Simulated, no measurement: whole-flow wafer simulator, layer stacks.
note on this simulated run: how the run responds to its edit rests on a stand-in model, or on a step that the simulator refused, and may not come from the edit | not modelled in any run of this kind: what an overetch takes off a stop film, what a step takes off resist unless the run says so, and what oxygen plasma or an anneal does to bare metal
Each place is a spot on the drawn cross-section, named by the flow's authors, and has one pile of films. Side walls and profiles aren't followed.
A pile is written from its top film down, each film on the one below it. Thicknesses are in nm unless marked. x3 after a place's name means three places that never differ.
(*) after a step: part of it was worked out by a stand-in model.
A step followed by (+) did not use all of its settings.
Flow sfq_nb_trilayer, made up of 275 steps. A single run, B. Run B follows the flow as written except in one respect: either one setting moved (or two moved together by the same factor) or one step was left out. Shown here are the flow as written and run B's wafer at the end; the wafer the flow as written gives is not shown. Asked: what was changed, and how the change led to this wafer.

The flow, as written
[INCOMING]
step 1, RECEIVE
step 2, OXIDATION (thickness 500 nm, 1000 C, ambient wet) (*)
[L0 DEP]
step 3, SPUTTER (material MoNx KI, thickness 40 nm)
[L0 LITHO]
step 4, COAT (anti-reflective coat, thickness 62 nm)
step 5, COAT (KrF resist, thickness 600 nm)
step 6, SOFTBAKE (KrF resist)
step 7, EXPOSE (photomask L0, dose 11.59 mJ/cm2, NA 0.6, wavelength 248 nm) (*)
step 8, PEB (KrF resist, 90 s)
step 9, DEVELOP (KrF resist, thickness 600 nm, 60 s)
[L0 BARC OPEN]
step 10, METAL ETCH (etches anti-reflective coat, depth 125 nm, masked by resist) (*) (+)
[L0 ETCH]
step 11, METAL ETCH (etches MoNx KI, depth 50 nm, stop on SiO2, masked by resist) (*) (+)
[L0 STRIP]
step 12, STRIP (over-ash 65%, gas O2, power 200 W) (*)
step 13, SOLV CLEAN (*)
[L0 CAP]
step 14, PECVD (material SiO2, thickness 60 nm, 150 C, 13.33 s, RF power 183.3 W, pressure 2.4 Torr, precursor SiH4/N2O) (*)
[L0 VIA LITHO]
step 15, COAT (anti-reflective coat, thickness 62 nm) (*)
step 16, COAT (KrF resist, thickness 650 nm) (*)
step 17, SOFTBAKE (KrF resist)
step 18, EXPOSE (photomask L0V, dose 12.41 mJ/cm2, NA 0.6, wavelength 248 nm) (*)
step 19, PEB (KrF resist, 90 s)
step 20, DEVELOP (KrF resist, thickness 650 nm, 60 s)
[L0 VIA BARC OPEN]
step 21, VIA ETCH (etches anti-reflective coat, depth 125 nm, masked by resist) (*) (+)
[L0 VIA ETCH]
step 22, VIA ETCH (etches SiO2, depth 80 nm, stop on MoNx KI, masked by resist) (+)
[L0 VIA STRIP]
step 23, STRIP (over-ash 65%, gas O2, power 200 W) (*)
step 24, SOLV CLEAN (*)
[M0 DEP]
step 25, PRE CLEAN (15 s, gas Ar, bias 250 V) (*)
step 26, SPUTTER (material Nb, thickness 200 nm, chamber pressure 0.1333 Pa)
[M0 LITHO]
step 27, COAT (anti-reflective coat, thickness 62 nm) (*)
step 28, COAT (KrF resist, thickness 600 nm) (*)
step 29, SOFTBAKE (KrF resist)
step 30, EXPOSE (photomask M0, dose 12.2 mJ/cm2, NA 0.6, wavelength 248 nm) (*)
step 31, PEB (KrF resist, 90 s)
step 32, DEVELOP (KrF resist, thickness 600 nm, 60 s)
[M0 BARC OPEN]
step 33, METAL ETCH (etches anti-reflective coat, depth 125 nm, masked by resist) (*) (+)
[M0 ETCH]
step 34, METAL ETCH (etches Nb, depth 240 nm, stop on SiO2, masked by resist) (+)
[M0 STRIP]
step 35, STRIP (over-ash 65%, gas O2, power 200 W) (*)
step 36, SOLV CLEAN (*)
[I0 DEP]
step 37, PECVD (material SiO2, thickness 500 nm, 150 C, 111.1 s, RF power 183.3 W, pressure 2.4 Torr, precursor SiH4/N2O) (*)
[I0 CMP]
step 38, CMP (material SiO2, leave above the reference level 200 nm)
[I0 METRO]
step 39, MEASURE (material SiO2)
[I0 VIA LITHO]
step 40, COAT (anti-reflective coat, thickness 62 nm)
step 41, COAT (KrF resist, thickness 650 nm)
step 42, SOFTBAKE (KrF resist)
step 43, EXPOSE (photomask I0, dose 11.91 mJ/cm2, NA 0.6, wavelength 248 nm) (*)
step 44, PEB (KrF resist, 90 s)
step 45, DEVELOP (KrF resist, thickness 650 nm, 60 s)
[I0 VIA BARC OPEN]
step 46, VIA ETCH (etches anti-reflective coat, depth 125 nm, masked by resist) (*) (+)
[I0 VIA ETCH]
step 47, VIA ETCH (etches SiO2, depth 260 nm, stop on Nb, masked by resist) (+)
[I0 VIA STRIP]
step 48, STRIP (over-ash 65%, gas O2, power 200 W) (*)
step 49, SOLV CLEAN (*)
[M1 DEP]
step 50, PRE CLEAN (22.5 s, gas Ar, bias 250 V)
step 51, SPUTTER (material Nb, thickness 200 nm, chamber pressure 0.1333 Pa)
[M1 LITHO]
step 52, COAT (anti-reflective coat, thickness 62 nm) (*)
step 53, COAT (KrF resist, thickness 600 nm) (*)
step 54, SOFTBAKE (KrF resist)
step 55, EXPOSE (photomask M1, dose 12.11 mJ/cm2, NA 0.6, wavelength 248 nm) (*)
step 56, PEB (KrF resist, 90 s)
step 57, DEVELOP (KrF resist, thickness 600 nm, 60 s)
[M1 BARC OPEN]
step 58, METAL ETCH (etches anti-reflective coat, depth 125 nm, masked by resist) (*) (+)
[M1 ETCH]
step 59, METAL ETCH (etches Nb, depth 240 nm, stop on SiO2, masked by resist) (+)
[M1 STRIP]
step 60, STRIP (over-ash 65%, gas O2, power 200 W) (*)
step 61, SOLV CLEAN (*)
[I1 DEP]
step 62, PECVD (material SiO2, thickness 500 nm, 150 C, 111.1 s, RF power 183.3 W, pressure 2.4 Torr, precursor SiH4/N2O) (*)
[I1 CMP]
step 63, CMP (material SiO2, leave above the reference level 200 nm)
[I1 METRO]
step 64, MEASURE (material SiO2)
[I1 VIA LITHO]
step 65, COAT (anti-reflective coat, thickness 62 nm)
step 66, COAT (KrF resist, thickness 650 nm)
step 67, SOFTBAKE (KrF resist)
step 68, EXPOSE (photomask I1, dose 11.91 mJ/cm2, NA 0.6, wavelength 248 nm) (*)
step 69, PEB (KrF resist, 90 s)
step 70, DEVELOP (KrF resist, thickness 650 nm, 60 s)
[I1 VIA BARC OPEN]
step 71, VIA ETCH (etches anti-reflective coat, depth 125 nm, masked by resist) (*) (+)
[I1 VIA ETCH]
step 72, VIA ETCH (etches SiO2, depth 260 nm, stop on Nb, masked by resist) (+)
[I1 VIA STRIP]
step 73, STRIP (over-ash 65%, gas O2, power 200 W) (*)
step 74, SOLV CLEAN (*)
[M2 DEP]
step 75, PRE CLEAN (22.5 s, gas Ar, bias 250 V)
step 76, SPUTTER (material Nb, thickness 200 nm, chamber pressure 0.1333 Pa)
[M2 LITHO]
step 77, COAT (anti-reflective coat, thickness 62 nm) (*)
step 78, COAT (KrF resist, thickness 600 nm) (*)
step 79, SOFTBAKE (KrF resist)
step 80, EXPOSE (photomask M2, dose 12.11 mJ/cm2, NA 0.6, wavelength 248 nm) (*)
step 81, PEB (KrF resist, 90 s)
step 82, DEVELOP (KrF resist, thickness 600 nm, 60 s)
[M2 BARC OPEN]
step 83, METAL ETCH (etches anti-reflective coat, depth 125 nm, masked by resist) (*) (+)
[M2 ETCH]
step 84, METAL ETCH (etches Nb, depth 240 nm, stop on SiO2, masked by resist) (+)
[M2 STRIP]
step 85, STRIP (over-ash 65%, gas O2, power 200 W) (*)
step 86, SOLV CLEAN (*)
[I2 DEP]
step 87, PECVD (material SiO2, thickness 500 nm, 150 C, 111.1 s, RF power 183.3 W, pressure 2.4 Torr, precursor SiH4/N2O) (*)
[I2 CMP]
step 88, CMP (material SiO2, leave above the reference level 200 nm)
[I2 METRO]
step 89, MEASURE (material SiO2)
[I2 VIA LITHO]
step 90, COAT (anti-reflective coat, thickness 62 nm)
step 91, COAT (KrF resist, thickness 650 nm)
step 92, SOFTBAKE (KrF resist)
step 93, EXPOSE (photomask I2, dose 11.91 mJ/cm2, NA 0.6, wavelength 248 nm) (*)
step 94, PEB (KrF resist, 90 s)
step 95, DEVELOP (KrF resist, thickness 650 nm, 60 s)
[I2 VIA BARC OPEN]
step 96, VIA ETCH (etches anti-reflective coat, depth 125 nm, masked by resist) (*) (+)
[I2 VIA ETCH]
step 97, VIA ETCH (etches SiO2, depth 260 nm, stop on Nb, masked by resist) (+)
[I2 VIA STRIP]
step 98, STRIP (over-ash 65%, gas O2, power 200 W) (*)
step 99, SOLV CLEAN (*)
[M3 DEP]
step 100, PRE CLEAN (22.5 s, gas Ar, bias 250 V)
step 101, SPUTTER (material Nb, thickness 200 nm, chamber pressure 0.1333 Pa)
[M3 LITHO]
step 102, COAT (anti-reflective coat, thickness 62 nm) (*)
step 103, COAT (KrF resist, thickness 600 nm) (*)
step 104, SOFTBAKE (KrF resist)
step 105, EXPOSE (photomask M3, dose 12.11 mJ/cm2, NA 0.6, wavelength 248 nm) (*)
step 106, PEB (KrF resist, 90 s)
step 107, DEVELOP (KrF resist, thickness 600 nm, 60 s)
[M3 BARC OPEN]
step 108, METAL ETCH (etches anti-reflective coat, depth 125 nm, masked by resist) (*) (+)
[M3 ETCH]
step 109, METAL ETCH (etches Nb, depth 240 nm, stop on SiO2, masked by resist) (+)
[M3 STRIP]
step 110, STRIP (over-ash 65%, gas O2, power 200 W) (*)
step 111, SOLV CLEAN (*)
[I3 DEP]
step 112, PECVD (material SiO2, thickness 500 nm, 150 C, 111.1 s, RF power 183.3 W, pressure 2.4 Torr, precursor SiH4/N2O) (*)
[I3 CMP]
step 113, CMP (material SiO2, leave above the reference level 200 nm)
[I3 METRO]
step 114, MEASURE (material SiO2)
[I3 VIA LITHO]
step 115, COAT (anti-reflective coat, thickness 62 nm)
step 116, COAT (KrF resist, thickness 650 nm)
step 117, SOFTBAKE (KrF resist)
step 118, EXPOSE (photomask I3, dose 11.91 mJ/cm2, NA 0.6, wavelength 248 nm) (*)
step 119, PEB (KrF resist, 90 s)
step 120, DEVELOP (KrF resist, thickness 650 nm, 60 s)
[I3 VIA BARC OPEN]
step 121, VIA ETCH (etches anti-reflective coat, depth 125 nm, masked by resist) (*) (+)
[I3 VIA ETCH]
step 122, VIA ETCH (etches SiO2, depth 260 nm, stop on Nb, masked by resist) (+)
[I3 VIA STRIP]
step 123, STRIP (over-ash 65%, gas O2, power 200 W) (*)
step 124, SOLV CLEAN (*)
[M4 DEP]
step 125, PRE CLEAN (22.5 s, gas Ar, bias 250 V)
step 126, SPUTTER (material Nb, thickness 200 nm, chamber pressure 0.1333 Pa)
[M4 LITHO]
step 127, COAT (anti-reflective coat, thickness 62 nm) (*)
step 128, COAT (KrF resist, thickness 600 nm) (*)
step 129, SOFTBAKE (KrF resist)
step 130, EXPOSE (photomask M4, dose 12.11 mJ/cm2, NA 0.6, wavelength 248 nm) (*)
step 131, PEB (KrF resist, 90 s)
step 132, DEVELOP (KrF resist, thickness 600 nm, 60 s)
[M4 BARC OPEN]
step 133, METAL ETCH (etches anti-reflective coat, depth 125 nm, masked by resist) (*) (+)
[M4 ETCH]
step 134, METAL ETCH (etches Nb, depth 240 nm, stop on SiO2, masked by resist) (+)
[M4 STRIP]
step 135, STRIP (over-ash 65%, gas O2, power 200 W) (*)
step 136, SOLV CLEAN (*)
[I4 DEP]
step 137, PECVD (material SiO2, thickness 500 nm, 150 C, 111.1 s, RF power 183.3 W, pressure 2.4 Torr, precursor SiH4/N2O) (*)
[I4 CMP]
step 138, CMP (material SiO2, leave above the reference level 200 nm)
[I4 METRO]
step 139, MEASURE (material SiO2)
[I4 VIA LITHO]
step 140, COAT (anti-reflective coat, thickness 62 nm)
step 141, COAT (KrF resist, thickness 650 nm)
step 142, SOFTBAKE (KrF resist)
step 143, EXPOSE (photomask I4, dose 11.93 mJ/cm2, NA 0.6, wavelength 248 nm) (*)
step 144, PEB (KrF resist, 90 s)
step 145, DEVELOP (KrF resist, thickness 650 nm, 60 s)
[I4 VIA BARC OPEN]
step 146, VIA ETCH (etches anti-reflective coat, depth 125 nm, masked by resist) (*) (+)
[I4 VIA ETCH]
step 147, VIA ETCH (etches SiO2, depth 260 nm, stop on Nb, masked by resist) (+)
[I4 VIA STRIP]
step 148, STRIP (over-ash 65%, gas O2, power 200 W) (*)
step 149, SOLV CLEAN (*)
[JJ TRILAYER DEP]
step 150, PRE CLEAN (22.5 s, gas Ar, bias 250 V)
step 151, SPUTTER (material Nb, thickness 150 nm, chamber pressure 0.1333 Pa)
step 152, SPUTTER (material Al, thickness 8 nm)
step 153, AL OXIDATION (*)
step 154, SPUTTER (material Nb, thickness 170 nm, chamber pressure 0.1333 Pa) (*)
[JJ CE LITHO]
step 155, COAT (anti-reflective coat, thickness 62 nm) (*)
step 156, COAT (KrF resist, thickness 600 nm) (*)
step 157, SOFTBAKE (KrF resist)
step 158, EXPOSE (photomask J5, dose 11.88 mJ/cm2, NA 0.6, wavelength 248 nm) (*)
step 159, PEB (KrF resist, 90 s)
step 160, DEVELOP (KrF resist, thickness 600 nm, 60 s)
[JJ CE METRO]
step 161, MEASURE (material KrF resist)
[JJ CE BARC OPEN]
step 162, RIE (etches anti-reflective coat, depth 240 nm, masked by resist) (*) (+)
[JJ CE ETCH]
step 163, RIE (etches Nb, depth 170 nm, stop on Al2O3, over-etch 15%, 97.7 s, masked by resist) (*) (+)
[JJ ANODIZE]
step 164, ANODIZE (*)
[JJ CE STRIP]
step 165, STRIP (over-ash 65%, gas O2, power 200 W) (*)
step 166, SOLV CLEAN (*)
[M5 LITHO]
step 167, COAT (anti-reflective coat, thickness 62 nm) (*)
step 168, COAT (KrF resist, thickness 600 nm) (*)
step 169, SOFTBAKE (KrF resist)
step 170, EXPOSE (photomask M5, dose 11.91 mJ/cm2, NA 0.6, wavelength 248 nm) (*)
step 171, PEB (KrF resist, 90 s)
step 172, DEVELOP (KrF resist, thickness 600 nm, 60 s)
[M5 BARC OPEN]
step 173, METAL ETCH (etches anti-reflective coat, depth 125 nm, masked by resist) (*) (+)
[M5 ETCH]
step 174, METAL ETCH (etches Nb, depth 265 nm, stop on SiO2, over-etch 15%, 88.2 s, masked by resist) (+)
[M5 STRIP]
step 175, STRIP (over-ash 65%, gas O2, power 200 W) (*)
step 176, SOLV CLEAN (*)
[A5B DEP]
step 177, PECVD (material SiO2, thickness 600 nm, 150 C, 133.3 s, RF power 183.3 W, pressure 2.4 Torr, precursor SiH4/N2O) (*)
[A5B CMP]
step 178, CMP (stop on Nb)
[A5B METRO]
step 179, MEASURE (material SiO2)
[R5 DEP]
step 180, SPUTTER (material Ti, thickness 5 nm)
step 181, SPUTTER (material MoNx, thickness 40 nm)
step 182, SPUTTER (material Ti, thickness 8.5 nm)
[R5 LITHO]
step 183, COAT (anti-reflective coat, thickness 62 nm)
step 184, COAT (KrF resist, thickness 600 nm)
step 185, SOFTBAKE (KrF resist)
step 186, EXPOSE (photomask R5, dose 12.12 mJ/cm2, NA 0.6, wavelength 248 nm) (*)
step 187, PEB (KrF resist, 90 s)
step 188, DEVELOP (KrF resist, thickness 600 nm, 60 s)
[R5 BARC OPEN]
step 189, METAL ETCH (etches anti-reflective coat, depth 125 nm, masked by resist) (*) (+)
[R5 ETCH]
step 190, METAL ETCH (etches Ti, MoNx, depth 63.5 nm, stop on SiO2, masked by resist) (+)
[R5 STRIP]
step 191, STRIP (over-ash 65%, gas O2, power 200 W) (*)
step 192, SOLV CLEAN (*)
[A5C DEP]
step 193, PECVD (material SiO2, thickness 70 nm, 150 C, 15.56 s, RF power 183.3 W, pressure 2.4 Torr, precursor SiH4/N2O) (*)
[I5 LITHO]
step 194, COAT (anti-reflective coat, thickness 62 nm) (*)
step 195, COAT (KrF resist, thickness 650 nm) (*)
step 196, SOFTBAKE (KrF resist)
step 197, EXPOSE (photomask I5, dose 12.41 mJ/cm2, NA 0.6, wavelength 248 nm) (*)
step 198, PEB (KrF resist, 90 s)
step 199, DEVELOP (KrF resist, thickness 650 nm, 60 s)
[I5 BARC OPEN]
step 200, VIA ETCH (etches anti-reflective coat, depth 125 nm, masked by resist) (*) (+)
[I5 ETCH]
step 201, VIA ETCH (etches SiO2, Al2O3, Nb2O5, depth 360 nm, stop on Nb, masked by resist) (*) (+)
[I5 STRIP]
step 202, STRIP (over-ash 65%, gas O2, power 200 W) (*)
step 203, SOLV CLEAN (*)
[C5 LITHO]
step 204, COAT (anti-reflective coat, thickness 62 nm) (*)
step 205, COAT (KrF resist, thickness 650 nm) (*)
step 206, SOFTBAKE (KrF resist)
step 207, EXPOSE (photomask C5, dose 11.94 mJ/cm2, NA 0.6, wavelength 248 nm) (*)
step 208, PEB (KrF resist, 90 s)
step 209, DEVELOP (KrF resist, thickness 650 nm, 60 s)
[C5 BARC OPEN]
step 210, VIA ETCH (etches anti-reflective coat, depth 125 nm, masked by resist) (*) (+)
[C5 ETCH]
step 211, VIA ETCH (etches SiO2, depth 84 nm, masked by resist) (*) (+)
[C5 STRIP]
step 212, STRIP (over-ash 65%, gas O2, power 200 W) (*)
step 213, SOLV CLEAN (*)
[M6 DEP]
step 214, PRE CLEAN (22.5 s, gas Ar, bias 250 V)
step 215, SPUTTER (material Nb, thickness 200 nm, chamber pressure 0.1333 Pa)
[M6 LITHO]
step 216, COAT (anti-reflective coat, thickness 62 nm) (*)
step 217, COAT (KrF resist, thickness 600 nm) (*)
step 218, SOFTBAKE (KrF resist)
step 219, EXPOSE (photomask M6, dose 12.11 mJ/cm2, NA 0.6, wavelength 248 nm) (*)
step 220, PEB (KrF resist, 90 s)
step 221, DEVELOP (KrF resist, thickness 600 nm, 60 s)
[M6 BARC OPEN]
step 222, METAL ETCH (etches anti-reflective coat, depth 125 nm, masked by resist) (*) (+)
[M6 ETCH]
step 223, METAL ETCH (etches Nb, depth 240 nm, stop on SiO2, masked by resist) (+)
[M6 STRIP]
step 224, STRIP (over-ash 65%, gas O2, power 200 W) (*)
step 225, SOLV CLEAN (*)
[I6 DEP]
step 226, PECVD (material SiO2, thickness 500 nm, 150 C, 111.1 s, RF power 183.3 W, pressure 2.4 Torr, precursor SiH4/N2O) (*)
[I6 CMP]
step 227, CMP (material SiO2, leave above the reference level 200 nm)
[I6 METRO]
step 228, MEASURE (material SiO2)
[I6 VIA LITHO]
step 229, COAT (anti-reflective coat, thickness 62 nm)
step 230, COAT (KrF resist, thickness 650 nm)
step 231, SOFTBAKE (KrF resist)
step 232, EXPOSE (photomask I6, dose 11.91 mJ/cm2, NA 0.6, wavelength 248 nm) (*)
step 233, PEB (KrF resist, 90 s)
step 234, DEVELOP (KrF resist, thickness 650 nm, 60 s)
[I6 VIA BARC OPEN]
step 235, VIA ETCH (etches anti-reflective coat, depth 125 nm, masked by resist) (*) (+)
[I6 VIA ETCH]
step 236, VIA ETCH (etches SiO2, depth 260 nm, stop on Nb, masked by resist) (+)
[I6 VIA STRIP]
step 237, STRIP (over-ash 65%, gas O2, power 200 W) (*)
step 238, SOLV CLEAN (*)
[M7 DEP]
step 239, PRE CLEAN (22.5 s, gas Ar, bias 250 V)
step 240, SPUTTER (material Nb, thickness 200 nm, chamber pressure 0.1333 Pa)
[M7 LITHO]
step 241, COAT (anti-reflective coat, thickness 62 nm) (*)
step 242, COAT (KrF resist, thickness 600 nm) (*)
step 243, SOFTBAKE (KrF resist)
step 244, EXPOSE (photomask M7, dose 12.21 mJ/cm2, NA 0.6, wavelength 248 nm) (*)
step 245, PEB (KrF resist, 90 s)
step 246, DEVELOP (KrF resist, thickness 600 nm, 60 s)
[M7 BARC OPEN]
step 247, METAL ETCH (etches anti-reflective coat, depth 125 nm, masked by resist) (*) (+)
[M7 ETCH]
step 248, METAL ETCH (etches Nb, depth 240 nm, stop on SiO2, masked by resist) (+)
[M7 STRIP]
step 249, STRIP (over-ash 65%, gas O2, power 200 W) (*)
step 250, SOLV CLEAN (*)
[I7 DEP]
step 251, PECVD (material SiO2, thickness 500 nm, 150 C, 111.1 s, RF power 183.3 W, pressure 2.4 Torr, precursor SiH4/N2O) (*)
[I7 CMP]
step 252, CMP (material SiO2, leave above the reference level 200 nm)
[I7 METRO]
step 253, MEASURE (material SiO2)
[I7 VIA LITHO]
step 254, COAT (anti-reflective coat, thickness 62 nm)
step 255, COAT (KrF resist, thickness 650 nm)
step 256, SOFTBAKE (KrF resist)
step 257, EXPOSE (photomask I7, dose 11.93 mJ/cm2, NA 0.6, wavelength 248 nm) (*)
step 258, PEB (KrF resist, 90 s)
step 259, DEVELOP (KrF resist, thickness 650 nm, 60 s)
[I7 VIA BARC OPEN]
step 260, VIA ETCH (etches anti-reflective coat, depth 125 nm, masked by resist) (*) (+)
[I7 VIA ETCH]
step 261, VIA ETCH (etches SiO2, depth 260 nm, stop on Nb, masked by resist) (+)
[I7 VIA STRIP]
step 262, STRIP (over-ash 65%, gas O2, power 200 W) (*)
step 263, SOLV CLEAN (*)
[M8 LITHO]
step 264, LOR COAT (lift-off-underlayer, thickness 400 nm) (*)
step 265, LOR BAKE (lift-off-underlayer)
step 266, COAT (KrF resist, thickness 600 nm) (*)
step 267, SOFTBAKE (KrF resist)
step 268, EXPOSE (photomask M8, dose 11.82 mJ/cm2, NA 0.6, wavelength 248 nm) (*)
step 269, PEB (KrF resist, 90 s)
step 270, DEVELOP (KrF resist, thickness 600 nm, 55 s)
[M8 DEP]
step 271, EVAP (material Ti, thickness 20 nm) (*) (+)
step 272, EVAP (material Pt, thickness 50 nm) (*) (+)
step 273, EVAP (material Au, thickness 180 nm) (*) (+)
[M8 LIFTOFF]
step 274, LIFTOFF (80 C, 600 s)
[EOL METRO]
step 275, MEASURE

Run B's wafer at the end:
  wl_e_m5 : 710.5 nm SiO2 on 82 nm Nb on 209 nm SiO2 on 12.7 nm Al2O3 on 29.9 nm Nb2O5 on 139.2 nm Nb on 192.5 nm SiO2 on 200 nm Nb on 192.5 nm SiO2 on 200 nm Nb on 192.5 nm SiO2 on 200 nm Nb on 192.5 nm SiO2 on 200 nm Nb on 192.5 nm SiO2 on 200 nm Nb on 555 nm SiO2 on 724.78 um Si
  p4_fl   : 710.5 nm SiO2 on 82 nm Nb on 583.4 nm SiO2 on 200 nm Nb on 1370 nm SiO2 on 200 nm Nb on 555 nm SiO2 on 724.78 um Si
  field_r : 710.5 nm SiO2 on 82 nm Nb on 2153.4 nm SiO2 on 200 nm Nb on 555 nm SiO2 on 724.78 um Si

Cause: step 223, METAL ETCH: depth 118 nm was run, while the flow as written has depth 240 nm.

Step by step, how the change led to this:
  step 223, METAL ETCH (etches Nb, depth 240 nm, stop on SiO2, masked by resist) (+)
      field_l, gap, moat and 76 more: -118 Nb (as written it would have been: -200 Nb (all of it))
      v_sur, via_wl, via_w and 24 more: -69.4 KrF resist (as written it would have been: -141.2 KrF resist)
  step 224, STRIP (over-ash 65%, gas O2, power 200 W) (*)
      wl_j_sl, wl_j_sr: -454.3 KrF resist (all of it), -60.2 anti-reflective coat (all of it) (as written it would have been: -382.5 KrF resist (all of it), -60.2 anti-reflective coat (all of it))
      wl_c_m6, wl_f_m6: -454 KrF resist (all of it), -62 anti-reflective coat (all of it) (as written it would have been: -382.3 KrF resist (all of it), -62 anti-reflective coat (all of it))
      (and at 23 other places as well)
  step 226, PECVD (material SiO2, thickness 500 nm, 150 C, 111.1 s, RF power 183.3 W, pressure 2.4 Torr, precursor SiH4/N2O) (*)
      field_l, p4_fl, p4_fm and 62 more: +500 SiO2 (new film) (as written it would have been: +500 SiO2)
      moat, field_r, lsp_l, ln_m5, lsp_m: +500 SiO2 (new film) (as written it would have been: +493.6 SiO2)
      (and at 9 other places as well)
  step 227, CMP (material SiO2, leave above the reference level 200 nm)
      field_l, p4_fl, p4_fm and 59 more: -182 SiO2 (as written it would have been: -100 SiO2)
      moat, field_r, lsp_l, ln_m5, lsp_m: -182 SiO2 (as written it would have been: -93.6 SiO2)
      (and at 12 other places as well)
If metal films that touch count as one body, wl_e_m5 has 7 bodies (between them, from the top down: SiO2 209 / Al2O3 12.7 / Nb2O5 29.9; SiO2 192.5; SiO2 192.5; SiO2 192.5; SiO2 192.5; SiO2 192.5); the flow as written gives 6 bodies (between them, from the top down: SiO2 192.5; SiO2 192.5; SiO2 192.5; SiO2 192.5; SiO2 192.5).
If metal films that touch count as one body, p4_fl has 3 bodies (between them, from the top down: SiO2 583.4; SiO2 1370); the flow as written gives 2 bodies (between them, from the top down: SiO2 1370).
If metal films that touch count as one body, field_r has 2 bodies (between them, from the top down: SiO2 2153.4); the flow as written gives 1 body.
